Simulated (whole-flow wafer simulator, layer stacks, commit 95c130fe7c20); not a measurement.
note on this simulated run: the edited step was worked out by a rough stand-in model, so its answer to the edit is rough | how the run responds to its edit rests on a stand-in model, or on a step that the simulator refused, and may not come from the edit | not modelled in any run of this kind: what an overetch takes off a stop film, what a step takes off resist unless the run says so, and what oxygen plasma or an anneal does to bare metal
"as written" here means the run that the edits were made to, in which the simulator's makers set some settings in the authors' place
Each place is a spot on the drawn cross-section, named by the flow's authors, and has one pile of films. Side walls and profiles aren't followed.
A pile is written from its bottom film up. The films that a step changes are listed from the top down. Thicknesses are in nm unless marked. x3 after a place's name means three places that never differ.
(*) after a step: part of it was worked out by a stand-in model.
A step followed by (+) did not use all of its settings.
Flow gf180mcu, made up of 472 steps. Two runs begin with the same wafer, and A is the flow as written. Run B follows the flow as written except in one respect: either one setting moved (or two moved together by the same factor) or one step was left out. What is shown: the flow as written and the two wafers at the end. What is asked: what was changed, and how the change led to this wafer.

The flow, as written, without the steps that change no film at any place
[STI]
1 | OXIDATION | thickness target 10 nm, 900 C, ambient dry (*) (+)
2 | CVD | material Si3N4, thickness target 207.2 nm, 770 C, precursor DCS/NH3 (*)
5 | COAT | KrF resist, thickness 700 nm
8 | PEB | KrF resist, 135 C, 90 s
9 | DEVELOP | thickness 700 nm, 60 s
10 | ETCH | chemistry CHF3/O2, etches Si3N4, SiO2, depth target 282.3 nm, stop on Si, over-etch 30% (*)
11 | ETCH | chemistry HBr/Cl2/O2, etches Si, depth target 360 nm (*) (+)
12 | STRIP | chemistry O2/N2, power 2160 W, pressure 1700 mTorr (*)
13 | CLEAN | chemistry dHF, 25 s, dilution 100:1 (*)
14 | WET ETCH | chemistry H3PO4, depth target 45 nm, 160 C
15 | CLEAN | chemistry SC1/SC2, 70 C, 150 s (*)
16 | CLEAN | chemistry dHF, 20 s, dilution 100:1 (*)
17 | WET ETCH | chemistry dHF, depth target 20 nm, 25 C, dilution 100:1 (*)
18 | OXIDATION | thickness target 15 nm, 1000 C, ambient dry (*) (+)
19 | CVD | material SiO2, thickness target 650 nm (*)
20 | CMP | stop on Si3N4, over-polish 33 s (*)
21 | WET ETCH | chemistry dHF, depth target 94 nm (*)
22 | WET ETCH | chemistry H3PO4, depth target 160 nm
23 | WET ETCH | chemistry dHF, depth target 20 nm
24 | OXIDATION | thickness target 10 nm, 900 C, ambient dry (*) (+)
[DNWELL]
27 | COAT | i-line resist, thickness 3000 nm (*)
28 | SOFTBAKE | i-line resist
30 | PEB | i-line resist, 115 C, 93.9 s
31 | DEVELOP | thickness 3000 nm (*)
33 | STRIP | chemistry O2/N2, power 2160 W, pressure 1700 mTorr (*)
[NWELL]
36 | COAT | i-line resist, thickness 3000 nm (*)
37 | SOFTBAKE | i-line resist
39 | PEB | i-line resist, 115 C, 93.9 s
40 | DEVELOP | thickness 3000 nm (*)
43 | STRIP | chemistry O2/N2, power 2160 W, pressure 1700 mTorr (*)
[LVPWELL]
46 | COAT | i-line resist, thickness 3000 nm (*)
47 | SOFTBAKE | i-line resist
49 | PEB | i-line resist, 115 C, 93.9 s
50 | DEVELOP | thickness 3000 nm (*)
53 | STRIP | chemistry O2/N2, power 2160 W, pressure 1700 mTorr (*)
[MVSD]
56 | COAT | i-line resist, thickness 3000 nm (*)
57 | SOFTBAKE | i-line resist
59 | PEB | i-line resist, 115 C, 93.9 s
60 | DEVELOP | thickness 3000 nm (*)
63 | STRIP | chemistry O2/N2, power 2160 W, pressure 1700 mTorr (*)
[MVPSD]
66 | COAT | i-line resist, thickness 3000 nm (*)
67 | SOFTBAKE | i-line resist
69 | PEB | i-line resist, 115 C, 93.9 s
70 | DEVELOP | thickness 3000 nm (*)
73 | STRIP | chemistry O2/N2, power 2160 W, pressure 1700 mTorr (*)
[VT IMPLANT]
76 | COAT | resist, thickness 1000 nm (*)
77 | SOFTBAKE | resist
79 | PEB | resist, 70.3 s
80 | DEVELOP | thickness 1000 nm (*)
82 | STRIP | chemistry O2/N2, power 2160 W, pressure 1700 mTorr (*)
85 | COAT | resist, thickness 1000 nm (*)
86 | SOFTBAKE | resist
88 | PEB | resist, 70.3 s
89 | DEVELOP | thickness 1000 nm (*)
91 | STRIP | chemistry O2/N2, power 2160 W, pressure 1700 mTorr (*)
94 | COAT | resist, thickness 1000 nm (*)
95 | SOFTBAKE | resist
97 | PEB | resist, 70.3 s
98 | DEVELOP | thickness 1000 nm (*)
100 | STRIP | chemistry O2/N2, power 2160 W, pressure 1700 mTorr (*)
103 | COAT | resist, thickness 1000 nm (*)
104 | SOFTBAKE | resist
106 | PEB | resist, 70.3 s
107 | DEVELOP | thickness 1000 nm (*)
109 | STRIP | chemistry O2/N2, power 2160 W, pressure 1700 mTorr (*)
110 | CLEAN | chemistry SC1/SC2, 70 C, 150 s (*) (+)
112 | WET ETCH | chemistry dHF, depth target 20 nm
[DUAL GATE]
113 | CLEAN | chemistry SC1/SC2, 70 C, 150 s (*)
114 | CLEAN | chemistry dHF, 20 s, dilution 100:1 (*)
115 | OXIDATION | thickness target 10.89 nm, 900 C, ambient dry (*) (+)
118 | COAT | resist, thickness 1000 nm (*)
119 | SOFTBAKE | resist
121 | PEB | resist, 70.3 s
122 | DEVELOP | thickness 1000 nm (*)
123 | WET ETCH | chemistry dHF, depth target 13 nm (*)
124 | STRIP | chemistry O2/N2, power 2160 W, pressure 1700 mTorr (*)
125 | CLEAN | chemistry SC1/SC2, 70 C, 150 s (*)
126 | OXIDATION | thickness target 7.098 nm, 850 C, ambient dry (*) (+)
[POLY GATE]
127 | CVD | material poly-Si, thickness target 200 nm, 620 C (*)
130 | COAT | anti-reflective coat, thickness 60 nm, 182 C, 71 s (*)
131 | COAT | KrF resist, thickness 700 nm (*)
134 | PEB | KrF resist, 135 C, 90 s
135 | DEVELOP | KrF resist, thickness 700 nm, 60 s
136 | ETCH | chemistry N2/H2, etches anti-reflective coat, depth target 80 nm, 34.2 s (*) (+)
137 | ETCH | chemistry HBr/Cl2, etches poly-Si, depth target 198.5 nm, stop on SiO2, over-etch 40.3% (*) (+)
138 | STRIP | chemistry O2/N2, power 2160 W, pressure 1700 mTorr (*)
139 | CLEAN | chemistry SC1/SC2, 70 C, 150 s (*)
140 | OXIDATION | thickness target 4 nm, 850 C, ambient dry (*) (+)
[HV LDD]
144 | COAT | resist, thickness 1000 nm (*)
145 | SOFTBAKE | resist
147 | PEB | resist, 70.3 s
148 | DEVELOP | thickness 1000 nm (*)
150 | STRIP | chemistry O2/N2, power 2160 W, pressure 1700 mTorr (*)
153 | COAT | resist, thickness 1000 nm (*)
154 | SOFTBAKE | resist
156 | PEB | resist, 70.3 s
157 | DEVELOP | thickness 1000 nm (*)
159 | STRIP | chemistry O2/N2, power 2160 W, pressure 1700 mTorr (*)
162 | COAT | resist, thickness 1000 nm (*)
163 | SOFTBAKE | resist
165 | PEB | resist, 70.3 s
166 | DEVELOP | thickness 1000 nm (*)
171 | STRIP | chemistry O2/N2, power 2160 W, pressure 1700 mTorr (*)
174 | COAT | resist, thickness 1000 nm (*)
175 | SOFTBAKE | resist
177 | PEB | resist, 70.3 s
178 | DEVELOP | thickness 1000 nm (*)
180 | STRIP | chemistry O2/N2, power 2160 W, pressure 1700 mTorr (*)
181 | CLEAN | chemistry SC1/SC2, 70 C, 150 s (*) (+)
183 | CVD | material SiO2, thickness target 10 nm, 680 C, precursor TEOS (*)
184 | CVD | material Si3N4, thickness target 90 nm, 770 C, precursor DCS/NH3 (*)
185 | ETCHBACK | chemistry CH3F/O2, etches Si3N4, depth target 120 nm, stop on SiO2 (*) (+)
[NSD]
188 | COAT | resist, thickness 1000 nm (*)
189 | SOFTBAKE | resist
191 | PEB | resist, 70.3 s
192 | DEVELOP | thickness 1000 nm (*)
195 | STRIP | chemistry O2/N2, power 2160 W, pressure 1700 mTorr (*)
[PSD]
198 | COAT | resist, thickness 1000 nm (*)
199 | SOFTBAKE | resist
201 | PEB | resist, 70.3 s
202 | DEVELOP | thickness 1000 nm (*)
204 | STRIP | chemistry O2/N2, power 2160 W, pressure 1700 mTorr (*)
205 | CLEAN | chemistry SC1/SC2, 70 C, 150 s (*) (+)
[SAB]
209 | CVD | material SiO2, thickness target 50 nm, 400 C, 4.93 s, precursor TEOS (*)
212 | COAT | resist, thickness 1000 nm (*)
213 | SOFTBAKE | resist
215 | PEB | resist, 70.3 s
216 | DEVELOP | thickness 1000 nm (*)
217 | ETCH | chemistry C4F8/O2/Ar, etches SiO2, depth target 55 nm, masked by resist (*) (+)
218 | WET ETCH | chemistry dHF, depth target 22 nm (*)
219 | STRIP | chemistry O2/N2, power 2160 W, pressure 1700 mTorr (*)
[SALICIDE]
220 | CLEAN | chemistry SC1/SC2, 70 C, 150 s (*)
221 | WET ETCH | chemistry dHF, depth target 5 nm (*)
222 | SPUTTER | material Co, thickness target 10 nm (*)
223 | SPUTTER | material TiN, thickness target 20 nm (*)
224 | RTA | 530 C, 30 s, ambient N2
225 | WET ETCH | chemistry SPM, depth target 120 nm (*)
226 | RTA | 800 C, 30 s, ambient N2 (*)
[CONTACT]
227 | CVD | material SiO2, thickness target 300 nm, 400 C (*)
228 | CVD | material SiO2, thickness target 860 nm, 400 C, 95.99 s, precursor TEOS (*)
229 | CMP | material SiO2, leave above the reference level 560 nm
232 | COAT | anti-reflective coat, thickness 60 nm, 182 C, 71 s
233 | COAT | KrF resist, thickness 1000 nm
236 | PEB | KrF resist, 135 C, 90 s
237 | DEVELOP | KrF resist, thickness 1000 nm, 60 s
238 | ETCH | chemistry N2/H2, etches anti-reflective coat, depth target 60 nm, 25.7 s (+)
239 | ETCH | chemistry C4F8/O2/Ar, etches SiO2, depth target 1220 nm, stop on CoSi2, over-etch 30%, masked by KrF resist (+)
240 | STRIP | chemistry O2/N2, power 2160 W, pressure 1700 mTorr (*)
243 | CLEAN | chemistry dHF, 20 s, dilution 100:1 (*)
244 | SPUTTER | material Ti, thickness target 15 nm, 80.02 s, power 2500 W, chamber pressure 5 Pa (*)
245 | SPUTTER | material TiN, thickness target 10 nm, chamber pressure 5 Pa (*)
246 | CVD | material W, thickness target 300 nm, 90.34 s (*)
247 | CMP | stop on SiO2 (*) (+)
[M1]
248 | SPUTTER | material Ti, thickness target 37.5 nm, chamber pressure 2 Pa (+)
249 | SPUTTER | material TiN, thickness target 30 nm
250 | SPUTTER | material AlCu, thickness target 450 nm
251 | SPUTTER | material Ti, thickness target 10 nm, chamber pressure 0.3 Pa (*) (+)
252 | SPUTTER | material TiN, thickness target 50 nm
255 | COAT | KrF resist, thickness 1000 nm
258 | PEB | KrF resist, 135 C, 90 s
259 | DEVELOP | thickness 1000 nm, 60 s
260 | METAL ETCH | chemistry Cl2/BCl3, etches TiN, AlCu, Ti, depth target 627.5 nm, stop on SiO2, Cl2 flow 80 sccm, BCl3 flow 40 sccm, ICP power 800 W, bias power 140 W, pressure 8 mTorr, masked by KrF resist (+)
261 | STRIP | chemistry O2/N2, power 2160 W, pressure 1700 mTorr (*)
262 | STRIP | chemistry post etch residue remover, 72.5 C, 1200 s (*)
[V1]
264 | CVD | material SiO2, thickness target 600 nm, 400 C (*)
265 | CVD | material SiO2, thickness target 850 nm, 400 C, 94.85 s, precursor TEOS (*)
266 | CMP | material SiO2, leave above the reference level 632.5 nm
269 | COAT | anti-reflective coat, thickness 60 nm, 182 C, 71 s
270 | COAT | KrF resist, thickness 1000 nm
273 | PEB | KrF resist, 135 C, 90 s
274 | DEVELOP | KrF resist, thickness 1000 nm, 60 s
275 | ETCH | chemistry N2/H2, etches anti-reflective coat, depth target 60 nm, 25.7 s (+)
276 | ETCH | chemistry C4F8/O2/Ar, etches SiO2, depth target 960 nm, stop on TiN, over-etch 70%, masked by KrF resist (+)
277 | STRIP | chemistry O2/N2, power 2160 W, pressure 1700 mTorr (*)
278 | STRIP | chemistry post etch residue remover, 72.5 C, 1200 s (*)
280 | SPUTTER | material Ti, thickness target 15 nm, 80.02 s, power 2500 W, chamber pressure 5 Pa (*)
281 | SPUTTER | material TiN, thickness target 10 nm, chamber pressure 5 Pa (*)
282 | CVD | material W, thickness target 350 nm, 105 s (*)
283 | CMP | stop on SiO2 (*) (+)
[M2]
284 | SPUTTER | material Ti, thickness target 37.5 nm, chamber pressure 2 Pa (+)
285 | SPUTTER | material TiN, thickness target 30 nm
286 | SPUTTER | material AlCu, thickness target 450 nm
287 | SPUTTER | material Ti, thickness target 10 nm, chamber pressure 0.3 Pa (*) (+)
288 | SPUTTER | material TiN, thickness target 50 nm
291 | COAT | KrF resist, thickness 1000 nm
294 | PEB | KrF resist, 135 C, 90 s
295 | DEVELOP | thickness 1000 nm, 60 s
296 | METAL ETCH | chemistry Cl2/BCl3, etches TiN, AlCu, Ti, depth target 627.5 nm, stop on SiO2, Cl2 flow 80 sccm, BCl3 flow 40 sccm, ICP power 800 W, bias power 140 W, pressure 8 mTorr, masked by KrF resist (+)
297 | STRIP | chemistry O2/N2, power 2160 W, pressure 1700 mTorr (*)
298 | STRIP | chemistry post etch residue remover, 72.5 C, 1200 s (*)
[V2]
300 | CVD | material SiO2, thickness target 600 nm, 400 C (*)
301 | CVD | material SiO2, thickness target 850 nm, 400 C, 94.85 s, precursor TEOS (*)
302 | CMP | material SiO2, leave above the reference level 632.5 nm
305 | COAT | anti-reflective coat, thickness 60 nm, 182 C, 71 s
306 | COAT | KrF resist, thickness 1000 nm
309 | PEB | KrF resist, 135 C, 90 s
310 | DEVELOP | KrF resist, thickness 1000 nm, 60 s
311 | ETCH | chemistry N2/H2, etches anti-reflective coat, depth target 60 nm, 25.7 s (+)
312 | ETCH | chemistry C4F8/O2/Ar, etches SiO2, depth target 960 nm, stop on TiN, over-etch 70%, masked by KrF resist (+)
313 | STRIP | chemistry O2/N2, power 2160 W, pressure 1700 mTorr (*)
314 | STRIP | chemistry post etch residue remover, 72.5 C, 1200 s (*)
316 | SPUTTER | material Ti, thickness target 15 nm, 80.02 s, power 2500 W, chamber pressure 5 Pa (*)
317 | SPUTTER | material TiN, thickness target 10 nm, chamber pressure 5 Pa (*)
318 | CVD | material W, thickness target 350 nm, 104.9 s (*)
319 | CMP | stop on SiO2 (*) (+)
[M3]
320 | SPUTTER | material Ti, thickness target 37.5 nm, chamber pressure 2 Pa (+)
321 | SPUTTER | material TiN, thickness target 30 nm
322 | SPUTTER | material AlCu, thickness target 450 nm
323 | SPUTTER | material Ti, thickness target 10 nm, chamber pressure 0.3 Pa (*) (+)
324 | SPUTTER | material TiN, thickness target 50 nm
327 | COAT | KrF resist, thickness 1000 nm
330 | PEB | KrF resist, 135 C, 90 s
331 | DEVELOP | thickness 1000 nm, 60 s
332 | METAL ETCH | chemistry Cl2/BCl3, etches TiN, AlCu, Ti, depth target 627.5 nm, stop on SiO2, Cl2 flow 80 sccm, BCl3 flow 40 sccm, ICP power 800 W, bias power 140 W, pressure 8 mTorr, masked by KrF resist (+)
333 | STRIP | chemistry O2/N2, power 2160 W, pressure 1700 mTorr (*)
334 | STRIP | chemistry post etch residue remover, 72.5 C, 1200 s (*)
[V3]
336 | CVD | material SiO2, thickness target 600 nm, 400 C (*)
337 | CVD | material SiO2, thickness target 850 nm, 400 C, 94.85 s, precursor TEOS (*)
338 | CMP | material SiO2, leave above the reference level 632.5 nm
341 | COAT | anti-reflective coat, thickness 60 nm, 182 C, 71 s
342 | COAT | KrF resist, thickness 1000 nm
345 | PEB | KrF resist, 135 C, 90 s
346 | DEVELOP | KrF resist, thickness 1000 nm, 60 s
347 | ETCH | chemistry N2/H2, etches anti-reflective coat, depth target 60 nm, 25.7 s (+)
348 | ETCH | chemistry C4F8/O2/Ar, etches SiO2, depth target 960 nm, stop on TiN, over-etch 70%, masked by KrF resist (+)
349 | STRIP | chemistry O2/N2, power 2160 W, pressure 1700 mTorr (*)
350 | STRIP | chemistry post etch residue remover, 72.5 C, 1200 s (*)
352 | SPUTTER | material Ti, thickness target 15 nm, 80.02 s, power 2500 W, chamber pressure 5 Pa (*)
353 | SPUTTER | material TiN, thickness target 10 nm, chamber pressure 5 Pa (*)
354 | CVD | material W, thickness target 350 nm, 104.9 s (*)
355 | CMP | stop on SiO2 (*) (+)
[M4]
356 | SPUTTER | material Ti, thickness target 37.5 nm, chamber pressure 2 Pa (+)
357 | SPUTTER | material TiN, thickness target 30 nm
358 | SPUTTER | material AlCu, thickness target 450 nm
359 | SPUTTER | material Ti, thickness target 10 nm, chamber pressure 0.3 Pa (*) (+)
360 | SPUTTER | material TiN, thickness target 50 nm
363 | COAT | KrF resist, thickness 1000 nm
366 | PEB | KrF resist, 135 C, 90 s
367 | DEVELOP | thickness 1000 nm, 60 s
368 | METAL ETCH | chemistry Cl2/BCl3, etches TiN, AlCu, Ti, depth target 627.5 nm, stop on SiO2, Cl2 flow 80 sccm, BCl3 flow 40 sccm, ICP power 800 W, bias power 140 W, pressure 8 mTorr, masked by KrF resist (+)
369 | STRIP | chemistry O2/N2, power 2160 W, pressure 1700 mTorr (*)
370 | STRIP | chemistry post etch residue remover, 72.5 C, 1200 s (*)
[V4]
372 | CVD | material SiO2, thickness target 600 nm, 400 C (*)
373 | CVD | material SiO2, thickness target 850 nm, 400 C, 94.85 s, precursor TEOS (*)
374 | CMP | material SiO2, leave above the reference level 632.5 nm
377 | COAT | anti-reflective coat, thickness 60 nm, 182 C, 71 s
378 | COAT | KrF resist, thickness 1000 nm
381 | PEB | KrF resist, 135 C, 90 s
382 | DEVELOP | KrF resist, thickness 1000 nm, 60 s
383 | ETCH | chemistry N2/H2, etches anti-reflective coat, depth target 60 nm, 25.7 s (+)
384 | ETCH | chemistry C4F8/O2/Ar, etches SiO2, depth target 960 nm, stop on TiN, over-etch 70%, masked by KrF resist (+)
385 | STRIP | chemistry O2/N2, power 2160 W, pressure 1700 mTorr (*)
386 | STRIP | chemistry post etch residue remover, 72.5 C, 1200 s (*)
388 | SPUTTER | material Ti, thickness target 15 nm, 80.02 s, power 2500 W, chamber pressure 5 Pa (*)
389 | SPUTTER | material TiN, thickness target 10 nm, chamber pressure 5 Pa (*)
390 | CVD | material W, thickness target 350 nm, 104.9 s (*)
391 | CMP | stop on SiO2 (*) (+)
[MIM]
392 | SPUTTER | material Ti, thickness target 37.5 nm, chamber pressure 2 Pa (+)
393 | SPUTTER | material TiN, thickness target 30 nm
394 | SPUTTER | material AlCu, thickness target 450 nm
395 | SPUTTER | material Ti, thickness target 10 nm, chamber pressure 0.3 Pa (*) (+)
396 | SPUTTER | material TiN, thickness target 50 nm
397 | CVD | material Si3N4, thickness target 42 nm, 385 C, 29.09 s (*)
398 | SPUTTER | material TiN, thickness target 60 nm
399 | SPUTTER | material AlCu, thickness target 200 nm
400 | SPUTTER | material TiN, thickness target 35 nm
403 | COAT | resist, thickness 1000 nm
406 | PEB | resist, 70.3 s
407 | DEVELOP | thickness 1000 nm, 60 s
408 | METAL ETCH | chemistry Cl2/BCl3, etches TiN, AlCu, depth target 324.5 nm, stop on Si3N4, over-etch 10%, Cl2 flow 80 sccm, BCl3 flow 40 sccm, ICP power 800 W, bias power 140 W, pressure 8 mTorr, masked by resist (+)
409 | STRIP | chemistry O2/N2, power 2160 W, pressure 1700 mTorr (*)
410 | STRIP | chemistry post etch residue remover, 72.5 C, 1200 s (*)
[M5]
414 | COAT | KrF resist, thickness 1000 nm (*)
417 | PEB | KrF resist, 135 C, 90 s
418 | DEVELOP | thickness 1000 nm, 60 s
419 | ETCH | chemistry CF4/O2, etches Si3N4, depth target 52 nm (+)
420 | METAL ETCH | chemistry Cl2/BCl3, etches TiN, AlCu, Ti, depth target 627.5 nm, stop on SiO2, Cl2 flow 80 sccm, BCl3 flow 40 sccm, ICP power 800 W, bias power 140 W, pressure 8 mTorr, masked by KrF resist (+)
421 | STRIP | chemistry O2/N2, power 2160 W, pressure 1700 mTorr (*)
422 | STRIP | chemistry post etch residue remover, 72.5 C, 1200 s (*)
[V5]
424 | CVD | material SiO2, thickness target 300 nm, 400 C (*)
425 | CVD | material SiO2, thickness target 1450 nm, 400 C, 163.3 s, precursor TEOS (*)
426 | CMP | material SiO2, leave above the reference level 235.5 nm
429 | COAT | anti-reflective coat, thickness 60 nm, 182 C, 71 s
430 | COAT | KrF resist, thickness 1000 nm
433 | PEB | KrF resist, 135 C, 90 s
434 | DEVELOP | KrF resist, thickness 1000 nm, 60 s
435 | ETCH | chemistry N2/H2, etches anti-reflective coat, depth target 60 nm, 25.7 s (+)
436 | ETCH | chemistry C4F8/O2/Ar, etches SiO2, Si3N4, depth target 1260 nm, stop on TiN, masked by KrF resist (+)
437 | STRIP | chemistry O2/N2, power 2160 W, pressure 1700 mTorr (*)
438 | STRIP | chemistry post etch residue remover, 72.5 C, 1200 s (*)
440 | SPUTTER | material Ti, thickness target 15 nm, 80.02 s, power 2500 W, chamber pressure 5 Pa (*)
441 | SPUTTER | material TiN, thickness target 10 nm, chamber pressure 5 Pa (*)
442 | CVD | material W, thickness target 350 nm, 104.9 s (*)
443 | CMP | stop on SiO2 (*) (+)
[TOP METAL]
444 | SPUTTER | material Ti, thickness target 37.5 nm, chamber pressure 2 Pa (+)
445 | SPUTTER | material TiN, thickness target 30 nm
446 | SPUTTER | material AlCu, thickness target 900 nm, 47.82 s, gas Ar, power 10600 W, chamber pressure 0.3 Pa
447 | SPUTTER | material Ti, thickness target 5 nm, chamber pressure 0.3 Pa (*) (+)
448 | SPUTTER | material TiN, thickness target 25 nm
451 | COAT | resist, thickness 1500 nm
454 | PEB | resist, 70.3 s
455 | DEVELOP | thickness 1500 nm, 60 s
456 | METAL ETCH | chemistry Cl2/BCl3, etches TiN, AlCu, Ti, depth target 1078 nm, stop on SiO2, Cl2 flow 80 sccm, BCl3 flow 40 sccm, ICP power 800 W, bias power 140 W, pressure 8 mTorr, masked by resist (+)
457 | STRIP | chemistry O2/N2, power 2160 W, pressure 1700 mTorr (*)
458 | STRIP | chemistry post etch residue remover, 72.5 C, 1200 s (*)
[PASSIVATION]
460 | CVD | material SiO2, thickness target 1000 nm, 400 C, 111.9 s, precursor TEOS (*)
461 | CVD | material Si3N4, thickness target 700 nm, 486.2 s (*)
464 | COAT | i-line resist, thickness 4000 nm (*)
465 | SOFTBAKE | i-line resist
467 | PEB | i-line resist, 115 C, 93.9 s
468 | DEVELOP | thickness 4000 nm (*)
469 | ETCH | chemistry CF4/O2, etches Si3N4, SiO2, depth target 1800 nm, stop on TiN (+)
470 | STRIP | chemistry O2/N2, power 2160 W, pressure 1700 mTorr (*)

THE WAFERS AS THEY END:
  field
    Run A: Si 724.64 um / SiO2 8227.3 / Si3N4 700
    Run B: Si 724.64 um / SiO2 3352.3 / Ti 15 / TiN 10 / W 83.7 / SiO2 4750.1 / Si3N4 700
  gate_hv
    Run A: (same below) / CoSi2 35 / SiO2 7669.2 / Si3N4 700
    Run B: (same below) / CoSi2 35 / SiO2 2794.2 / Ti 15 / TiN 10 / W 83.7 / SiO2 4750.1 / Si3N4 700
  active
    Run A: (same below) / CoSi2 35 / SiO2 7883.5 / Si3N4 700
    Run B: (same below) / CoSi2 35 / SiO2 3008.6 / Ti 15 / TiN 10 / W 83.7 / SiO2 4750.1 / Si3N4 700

Cause: step 301, CVD: thickness target 400 nm was run, though the flow has thickness target 850 nm; step 301, CVD: 44.58 s was run, where the flow has 94.85 s.

Step by step, how the change led to this:
  301 | CVD | material SiO2, thickness target 850 nm, 400 C, 94.85 s, precursor TEOS (*)
      field, field__w1, field__w2 and 108 more: A SiO2 gains 850 | B SiO2 gains 409.1
  302 | CMP | material SiO2, leave above the reference level 632.5 nm
      field, field__w1, field__w2 and 103 more: A SiO2 loses 300 | B nothing
      field__w8, contact, m1, m1__w1, m1_nw: A SiO2 loses 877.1 | B SiO2 loses 436.1
  305 | COAT | anti-reflective coat, thickness 60 nm, 182 C, 71 s
      gate, gate_nat: A anti-reflective coat gains 60 (new film) | B anti-reflective coat gains 61.7 (new film)
      field: A anti-reflective coat gains 60 (new film) | B anti-reflective coat gains 117.1 (new film)
      (and at 19 other places as well)
  306 | COAT | KrF resist, thickness 1000 nm
      field: A KrF resist gains 1000 (new film) | B KrF resist gains 978.5 (new film)
      field__w1: A KrF resist gains 1000 (new film) | B KrF resist gains 976.1 (new film)
      (and at 12 other places as well)
  309 | PEB | KrF resist, 135 C, 90 s
      polyc_n, polyc_n_rim: A KrF resist loses 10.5 | B KrF resist loses 11.8
      contact: A KrF resist loses 10.5 | B KrF resist loses 9.39
      (and at 5 other places as well)
  310 | DEVELOP | KrF resist, thickness 1000 nm, 60 s
      contact: A KrF resist loses 989.5 (all of it) | B KrF resist loses 917.4 (all of it)
  311 | ETCH | chemistry N2/H2, etches anti-reflective coat, depth target 60 nm, 25.7 s (+)
      contact: A anti-reflective coat loses 60 (all of it), SiO2 loses 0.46 | B anti-reflective coat loses 22.8 (all of it), SiO2 loses 1.42
  313 | STRIP | chemistry O2/N2, power 2160 W, pressure 1700 mTorr (*)
      field: A KrF resist loses 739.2 (all of it), anti-reflective coat loses 60 (all of it) | B KrF resist loses 717.9 (all of it), anti-reflective coat loses 117.1 (all of it)
      field__w1: A KrF resist loses 739.2 (all of it), anti-reflective coat loses 60 (all of it) | B KrF resist loses 715.5 (all of it), anti-reflective coat loses 87.2 (all of it)
      (and at 19 other places as well)
  316 | SPUTTER | material Ti, thickness target 15 nm, 80.02 s, power 2500 W, chamber pressure 5 Pa (*)
      contact: A Ti gains 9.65 (new film) | B Ti gains 10.5 (new film)
  317 | SPUTTER | material TiN, thickness target 10 nm, chamber pressure 5 Pa (*)
      contact: A TiN gains 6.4 (new film) | B TiN gains 6.97 (new film)
  318 | CVD | material W, thickness target 350 nm, 104.9 s (*)
      contact: A W gains 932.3 (new film) | B W gains 789.9 (new film)
  319 | CMP | stop on SiO2 (*) (+)
      field, field__w1, field__w2 and 103 more: A W loses 350 (all of it), TiN loses 10 (all of it), Ti loses 15 (all of it), SiO2 loses 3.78 | B W loses 254.1
      field__w8, m1, m1__w1, m1_nw: A W loses 350 (all of it), TiN loses 10 (all of it), Ti loses 15 (all of it), SiO2 loses 3.78 | B W loses 350 (all of it), TiN loses 10 (all of it), Ti loses 15 (all of it), SiO2 loses 20
      (and at 1 other place as well)
  332 | METAL ETCH | chemistry Cl2/BCl3, etches TiN, AlCu, Ti, depth target 627.5 nm, stop on SiO2, Cl2 flow 80 sccm, BCl3 flow 40 sccm, ICP power 800 W, bias power 140 W, pressure 8 mTorr, masked by KrF resist (+)
      field, field__w1, field__w2 and 103 more: A TiN loses 50 (all of it), Ti loses 10 (all of it), AlCu loses 450 (all of it), TiN loses 30 (all of it), Ti loses 37.5 (all of it) | B TiN loses 50 (all of it), Ti loses 10 (all of it), AlCu loses 450 (all of it), TiN loses 30 (all of it), Ti loses 37.5 (all of it), W loses 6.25
  334 | STRIP | chemistry post etch residue remover, 72.5 C, 1200 s (*)
      field, field__w1, field__w2 and 103 more: A nothing | B W loses 6.01
  336 | CVD | material SiO2, thickness target 600 nm, 400 C (*)
      field, field__w1, field__w2 and 103 more: A SiO2 gains 600 | B SiO2 gains 600 (new film)
  338 | CMP | material SiO2, leave above the reference level 632.5 nm
      field, field__w1, field__w2 and 103 more: A SiO2 loses 300 | B SiO2 loses 287.7
If metal films that touch count as one body, field has 1 body; the flow as written gives 0 bodies.
If metal films that touch count as one body, gate_hv has 2 bodies (between them, from the top down: SiO2 2794.2); the flow as written gives 1 body.
If metal films that touch count as one body, active has 2 bodies (between them, from the top down: SiO2 3008.6); the flow as written gives 1 body.
